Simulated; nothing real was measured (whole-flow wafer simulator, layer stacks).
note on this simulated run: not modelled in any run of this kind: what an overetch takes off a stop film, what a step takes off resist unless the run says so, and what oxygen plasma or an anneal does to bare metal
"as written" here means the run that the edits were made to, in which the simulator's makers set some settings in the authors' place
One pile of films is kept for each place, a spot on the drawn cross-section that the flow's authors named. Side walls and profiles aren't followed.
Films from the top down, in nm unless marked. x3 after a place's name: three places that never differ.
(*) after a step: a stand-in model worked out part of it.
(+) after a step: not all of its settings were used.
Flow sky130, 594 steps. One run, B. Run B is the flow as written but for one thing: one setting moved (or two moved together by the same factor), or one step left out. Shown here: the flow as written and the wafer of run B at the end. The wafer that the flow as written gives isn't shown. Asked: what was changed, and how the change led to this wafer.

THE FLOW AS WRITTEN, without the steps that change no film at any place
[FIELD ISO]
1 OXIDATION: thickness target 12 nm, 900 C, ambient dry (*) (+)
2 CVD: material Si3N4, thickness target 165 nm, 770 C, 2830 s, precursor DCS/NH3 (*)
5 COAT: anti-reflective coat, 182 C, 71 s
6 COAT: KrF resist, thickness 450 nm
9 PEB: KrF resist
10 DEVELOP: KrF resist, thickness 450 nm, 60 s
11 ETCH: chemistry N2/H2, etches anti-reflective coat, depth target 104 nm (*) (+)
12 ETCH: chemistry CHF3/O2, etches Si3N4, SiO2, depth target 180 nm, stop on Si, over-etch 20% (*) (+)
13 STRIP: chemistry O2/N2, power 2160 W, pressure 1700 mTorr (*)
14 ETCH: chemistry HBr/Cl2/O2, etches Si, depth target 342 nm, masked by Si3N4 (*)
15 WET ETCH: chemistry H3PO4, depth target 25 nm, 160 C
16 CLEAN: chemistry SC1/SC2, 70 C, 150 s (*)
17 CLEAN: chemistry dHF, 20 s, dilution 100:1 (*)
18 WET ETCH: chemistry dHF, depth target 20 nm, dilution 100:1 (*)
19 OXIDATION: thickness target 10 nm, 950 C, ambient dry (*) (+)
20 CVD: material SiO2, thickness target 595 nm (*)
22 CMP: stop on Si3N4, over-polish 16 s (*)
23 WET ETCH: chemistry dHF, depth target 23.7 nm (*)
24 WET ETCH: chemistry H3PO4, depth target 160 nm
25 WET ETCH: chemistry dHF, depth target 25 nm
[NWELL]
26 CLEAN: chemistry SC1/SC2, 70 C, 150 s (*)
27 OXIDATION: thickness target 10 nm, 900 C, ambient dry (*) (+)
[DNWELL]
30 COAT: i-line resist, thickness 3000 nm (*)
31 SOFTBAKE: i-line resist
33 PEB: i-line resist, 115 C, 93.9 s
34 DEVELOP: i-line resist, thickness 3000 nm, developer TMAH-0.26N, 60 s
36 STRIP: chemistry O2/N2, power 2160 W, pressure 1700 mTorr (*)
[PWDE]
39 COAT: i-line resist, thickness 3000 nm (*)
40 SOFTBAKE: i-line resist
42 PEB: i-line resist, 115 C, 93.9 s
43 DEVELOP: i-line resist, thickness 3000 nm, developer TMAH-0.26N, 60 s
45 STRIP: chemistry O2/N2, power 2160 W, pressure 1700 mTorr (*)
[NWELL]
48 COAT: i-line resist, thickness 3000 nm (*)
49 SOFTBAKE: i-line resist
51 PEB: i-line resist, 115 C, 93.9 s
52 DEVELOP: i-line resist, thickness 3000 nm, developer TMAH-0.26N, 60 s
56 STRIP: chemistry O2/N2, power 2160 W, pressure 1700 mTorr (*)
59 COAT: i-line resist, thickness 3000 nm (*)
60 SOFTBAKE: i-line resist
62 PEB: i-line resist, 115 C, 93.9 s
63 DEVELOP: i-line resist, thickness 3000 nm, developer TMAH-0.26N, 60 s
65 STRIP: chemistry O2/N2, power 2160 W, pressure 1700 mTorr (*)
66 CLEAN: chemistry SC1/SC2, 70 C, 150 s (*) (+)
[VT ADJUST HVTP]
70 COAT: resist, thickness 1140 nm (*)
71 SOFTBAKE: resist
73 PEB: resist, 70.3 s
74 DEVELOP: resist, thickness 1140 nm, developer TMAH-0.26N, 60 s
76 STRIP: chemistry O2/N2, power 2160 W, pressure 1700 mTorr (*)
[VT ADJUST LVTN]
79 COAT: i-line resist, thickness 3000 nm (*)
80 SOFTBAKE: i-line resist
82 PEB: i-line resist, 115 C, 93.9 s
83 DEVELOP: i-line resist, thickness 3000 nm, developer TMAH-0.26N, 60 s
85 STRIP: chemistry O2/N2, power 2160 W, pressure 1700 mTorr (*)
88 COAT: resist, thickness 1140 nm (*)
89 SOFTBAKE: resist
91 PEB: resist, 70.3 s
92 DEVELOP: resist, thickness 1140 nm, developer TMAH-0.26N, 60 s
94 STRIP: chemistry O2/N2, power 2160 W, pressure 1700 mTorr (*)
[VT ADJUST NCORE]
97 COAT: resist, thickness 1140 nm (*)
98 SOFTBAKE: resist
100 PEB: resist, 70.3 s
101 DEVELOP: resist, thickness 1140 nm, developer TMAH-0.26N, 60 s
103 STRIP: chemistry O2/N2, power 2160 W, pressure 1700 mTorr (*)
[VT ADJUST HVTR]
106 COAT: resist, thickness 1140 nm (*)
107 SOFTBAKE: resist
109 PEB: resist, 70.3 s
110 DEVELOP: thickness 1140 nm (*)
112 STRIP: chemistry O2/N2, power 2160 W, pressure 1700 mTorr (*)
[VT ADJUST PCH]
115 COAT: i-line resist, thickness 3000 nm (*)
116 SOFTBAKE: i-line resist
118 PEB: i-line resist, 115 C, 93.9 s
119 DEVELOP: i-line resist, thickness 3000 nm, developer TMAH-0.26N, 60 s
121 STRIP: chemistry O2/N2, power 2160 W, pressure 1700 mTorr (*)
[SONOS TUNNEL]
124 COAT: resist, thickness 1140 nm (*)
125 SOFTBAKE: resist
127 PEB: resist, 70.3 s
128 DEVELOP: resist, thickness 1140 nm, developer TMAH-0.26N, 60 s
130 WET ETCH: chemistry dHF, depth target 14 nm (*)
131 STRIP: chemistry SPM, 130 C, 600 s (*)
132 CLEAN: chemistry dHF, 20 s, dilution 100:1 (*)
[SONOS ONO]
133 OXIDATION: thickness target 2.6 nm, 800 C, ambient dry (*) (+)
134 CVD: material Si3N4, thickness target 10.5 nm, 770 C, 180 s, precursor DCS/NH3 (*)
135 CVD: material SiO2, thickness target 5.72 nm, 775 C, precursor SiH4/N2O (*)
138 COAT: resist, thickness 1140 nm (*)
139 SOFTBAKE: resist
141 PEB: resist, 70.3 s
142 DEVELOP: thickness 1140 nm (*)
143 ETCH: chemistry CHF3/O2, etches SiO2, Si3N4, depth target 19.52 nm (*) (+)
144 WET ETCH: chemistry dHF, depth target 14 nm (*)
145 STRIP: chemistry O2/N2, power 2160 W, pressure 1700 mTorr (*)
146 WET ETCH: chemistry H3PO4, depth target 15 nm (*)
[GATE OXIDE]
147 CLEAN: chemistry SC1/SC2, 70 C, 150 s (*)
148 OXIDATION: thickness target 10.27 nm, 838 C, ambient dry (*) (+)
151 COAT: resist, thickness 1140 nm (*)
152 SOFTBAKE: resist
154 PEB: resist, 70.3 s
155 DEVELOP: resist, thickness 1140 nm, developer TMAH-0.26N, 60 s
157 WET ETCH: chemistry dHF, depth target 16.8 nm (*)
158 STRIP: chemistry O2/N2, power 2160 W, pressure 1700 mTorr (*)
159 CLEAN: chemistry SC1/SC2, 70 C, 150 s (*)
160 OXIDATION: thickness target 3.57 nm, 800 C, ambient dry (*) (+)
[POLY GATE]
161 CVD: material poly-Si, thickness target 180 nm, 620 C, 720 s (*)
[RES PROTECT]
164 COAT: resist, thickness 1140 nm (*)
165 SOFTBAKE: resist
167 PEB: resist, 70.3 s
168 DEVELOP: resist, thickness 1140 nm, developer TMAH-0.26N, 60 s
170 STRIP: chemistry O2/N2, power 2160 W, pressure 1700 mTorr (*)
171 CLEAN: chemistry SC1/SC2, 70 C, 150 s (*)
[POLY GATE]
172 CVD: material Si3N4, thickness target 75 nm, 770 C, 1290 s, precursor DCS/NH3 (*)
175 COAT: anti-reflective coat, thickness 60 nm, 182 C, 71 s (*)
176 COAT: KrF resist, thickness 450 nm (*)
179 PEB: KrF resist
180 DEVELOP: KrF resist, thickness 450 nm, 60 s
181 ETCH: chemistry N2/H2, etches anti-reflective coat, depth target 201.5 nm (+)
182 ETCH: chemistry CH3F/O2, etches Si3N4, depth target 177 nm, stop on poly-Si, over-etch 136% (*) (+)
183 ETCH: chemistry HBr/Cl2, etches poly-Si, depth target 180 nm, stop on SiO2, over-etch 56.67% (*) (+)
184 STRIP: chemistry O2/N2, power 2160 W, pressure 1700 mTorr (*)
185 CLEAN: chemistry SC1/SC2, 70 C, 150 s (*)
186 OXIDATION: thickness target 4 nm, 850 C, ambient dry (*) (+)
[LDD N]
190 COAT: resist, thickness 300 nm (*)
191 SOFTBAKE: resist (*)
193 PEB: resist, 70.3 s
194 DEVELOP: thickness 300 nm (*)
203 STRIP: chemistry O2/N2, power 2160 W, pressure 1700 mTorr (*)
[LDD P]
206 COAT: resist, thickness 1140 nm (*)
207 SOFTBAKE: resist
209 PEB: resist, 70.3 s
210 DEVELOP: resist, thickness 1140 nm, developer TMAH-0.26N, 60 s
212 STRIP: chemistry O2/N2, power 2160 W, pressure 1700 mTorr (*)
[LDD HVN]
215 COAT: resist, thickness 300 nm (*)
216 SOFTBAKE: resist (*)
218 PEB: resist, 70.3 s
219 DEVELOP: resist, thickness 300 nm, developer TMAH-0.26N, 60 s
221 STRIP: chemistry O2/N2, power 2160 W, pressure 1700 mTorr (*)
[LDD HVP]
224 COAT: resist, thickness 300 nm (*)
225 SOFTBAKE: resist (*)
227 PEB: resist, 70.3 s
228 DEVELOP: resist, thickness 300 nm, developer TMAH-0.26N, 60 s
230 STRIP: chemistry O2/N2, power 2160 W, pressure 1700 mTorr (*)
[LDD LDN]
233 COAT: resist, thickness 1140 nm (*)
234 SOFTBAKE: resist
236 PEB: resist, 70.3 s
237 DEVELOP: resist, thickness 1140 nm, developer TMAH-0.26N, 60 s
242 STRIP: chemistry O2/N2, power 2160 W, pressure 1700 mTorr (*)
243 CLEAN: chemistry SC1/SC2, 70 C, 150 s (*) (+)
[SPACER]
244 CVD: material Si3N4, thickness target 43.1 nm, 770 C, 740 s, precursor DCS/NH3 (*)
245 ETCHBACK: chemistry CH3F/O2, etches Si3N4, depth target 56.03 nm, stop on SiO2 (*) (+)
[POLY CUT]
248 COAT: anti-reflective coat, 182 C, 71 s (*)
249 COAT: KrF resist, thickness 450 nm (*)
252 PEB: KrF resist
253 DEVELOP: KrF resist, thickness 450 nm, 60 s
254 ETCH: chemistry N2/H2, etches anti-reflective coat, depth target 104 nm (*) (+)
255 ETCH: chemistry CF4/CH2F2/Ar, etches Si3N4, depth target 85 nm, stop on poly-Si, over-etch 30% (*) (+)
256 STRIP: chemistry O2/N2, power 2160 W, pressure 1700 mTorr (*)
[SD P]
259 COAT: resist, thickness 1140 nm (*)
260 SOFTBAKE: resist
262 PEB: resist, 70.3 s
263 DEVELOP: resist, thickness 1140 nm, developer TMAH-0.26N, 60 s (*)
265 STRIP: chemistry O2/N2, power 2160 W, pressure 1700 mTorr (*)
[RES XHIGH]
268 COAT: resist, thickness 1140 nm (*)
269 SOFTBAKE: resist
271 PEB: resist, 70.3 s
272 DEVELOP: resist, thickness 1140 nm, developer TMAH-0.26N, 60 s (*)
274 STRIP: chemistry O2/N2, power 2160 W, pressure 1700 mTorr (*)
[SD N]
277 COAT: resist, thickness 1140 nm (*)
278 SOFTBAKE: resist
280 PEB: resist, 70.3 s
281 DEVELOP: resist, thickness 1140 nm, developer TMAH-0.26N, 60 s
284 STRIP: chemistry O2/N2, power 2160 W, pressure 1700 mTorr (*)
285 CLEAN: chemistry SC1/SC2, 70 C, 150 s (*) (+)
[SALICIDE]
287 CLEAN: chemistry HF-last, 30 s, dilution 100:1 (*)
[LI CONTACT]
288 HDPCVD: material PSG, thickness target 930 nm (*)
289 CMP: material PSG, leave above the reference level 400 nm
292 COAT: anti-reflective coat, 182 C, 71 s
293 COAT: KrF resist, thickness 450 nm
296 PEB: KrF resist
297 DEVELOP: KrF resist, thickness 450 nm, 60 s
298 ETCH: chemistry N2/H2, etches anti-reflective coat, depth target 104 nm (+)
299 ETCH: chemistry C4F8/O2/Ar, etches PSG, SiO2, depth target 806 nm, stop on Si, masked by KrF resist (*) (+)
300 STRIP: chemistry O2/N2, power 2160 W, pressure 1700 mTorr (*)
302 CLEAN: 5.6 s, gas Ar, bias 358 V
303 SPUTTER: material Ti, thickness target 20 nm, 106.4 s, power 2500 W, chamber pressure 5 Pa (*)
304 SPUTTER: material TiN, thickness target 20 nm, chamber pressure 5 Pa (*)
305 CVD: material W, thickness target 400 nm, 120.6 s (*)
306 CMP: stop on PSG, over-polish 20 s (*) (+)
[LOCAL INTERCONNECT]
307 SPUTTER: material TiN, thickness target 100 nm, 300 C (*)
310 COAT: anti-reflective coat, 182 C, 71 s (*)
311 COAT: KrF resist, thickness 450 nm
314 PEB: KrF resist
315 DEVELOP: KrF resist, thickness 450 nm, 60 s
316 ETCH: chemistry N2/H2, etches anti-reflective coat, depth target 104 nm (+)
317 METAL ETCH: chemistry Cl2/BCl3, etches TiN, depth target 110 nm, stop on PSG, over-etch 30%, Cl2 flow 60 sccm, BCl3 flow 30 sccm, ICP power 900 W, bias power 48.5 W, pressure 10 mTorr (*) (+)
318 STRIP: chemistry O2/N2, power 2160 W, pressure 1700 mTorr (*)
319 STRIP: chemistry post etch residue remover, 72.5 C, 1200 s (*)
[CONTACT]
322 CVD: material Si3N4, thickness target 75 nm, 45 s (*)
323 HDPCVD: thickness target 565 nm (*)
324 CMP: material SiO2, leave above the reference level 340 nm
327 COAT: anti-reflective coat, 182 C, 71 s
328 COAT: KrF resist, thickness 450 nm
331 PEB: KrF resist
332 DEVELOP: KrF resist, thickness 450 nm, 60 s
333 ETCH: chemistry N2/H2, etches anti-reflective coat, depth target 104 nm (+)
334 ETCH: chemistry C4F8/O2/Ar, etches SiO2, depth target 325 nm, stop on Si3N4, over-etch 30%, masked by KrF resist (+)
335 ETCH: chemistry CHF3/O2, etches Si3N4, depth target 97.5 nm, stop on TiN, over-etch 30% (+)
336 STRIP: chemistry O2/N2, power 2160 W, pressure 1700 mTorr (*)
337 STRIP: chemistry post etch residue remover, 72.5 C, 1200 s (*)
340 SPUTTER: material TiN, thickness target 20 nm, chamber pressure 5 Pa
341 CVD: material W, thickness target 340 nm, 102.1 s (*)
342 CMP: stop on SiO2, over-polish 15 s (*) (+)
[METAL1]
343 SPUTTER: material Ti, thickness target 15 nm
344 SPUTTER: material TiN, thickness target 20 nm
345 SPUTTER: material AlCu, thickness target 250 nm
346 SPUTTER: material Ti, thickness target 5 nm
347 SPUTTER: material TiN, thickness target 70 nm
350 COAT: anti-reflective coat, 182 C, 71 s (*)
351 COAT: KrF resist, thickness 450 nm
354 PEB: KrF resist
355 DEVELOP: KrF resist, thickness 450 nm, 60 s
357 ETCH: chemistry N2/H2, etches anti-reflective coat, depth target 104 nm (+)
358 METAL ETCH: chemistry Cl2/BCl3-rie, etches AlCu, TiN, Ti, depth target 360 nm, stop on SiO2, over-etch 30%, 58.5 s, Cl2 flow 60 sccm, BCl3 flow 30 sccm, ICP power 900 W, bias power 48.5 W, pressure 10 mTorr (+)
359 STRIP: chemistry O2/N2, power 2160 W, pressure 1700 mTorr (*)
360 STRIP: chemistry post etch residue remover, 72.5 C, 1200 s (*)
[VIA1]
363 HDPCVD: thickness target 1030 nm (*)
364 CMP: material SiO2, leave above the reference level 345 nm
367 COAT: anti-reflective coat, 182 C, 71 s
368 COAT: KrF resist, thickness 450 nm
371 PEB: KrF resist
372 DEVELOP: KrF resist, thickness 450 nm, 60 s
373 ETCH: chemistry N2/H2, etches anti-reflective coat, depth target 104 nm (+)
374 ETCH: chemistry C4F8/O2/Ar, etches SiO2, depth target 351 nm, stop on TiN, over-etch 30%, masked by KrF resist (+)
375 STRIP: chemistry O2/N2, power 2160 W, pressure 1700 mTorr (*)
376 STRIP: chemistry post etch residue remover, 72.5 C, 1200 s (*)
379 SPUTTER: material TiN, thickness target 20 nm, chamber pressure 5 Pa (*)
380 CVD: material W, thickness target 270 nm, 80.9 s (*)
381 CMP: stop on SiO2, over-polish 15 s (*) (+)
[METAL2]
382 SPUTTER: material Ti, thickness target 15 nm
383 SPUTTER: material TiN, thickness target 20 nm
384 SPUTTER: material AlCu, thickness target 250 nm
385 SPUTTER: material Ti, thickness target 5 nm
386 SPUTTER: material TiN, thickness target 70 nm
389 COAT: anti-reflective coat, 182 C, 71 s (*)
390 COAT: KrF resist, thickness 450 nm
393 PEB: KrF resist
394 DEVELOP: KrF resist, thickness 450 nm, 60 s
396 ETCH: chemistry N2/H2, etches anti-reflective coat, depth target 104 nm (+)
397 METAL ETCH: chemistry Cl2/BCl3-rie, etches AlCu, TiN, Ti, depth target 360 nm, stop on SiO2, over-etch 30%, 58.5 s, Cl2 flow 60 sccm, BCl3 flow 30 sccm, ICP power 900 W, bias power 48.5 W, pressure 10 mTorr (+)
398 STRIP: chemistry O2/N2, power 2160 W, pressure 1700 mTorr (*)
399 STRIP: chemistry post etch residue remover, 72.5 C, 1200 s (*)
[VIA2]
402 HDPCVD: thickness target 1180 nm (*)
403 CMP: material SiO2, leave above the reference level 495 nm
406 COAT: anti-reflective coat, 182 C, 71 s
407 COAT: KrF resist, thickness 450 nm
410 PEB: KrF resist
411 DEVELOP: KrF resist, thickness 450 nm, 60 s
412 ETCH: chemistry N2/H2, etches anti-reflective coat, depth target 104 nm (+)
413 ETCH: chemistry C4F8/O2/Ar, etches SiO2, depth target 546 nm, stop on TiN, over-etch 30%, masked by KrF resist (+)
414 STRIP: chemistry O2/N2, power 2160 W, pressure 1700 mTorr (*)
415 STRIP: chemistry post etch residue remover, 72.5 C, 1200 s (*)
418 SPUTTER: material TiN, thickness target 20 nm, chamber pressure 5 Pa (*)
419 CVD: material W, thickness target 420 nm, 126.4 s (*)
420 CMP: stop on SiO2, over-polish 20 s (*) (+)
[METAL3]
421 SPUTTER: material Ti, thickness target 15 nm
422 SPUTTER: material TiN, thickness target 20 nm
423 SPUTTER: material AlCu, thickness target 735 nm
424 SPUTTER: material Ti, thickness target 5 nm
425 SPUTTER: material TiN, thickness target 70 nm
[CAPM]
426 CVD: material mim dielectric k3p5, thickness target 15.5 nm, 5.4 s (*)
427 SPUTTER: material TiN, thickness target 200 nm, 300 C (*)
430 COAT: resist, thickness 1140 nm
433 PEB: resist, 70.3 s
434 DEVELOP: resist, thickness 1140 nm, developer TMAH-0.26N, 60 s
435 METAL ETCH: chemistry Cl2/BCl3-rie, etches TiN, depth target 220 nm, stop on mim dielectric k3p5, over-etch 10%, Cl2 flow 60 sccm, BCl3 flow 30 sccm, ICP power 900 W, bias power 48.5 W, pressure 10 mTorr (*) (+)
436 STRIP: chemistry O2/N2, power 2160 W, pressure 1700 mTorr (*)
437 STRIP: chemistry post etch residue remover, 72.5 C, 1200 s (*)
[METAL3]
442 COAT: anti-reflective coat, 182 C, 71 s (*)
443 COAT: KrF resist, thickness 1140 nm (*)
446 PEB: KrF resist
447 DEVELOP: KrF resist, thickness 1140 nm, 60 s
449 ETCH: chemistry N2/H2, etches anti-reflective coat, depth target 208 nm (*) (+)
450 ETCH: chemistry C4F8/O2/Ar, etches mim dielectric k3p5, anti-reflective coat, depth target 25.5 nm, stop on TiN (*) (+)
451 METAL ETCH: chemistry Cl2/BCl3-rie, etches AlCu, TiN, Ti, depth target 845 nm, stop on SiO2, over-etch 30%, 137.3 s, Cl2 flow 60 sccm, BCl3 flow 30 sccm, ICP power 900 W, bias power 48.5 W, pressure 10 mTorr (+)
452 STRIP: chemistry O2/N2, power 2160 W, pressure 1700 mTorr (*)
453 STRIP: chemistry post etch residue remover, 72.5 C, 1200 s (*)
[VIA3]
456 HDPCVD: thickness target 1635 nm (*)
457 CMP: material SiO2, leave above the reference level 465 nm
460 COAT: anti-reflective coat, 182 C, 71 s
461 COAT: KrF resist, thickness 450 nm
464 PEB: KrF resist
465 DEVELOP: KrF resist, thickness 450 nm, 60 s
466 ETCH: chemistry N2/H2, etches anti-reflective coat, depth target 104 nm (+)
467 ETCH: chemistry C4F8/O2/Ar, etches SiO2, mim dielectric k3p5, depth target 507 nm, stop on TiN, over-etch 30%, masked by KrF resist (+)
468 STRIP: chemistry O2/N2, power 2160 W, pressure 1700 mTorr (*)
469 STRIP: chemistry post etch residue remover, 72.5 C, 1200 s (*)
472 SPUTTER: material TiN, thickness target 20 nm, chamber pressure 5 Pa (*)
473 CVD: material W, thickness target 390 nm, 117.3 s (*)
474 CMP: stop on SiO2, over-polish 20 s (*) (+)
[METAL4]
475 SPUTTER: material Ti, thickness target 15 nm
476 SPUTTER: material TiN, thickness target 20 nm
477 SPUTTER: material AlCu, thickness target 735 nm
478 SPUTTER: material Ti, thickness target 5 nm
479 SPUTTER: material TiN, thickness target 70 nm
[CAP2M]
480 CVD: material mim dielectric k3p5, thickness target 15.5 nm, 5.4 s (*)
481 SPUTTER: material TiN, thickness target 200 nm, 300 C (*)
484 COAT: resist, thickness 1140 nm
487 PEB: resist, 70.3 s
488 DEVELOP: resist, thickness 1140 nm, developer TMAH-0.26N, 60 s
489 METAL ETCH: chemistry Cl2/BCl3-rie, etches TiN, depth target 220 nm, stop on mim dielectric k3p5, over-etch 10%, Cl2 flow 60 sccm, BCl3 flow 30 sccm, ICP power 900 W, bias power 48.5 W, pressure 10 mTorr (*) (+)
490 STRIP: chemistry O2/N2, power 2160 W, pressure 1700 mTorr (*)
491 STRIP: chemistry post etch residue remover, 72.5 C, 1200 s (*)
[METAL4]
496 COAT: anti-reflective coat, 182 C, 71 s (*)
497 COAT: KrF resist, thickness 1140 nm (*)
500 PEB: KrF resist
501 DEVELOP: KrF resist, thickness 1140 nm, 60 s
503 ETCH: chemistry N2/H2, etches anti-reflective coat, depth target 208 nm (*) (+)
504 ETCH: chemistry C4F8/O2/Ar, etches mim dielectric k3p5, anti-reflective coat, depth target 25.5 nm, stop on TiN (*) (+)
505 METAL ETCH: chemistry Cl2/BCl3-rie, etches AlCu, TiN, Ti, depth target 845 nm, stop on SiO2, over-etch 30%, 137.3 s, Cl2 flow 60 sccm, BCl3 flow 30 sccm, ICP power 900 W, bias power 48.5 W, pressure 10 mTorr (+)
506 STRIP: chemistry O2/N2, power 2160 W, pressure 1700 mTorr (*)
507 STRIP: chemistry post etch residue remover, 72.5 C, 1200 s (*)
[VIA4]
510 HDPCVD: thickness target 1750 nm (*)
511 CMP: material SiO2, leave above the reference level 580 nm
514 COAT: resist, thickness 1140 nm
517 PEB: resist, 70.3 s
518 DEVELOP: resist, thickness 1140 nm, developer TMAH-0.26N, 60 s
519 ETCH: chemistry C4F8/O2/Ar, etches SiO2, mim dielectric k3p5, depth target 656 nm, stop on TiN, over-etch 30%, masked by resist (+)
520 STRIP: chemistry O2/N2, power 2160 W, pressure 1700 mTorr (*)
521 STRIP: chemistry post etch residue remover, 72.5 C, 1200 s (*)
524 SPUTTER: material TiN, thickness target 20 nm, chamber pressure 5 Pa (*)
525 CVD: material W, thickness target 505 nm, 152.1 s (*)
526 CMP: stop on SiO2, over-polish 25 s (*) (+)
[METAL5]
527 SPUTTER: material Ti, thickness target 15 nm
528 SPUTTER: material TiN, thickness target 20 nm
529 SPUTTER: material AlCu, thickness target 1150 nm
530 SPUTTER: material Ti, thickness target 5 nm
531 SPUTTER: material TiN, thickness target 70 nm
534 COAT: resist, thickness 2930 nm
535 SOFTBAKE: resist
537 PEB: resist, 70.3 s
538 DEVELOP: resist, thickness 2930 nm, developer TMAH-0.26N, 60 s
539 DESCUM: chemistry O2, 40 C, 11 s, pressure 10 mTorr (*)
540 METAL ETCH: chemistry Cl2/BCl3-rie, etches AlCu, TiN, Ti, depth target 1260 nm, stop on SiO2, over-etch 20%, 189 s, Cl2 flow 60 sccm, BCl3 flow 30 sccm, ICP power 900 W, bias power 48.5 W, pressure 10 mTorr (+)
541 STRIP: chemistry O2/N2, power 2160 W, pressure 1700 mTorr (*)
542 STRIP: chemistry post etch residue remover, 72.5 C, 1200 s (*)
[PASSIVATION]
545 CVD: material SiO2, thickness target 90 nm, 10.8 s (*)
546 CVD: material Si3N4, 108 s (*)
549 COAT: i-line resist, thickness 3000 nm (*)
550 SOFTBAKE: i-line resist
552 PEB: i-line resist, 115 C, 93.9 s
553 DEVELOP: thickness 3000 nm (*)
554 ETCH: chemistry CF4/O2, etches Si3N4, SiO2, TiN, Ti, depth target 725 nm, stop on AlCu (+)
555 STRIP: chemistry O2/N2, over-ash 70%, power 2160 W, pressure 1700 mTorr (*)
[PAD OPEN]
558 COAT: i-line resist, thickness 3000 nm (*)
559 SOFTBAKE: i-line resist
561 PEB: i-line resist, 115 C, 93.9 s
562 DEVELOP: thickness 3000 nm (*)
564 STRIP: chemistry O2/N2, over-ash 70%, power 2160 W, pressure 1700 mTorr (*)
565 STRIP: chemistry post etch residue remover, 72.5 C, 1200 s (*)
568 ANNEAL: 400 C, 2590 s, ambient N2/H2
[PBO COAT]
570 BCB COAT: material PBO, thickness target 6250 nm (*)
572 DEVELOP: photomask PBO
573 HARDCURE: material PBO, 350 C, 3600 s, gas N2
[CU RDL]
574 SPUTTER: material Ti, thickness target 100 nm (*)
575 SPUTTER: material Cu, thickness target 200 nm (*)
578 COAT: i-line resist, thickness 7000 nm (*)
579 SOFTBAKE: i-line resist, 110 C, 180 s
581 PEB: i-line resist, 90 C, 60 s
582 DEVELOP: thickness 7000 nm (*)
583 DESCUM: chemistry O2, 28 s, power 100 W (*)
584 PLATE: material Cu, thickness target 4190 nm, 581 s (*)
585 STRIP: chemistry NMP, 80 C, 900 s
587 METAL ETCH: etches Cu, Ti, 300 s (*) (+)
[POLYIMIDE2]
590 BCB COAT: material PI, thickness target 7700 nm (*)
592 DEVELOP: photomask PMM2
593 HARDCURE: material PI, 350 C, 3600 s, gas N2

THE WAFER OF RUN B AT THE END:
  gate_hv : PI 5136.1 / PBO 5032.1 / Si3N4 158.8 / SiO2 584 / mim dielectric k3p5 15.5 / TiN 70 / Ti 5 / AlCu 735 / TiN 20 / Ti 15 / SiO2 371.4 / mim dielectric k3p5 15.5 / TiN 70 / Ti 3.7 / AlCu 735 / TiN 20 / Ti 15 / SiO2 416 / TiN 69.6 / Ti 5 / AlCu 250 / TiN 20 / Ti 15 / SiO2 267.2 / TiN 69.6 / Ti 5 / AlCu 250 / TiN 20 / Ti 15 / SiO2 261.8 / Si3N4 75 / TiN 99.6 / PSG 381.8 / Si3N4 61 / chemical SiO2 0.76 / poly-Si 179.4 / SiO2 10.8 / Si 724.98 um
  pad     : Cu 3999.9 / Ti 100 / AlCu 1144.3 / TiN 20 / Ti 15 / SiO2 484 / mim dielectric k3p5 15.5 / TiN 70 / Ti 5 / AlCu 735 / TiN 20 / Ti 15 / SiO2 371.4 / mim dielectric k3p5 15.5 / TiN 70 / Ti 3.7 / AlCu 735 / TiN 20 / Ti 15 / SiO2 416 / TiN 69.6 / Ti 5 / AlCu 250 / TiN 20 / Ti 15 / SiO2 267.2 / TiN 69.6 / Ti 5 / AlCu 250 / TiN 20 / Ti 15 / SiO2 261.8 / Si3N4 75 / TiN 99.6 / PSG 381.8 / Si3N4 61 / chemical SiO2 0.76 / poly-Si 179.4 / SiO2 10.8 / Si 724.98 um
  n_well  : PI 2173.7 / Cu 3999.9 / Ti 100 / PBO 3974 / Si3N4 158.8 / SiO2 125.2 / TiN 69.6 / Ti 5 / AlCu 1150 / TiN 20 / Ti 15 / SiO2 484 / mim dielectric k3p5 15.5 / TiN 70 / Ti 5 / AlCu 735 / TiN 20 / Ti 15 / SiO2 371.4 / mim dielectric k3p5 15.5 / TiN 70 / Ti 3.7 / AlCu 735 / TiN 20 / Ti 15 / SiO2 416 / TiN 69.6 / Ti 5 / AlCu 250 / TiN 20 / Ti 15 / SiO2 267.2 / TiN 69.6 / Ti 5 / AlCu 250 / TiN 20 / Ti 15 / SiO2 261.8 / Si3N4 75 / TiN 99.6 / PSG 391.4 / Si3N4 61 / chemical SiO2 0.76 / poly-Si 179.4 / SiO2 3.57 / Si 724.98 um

The cause: step 424, SPUTTER: thickness target 3.7 nm was run, where the flow has thickness target 5 nm.
It can be read off the wafer: gate_hv has Ti 3.7, and step 424 as written asks for 5 nm.

How the change led to this, step by step:
  424 SPUTTER: material Ti, thickness target 5 nm
      field, active, n_well and 188 more: Ti +3.7 (new film) (as written it would be: Ti +5 (new film))
  451 METAL ETCH: chemistry Cl2/BCl3-rie, etches AlCu, TiN, Ti, depth target 845 nm, stop on SiO2, over-etch 30%, 137.3 s, Cl2 flow 60 sccm, BCl3 flow 30 sccm, ICP power 900 W, bias power 48.5 W, pressure 10 mTorr (+)
      field, gate, spacer and 68 more: TiN -70 (all of it), Ti -3.7 (all of it), AlCu -735 (all of it), TiN -20 (all of it), Ti -15 (all of it), SiO2 -25.5 (as written it would be: TiN -70 (all of it), Ti -5 (all of it), AlCu -735 (all of it), TiN -20 (all of it), Ti -15 (all of it), SiO2 -25.4)
      active, vpp_ln, vpp_iso2 and 11 more: TiN -70 (all of it), Ti -3.7 (all of it), AlCu -735 (all of it), TiN -20 (all of it), Ti -15 (all of it), SiO2 -25.5 (as written it would be: TiN -70 (all of it), Ti -5 (all of it), AlCu -735 (all of it), TiN -20 (all of it), Ti -15 (all of it), SiO2 -25.3)
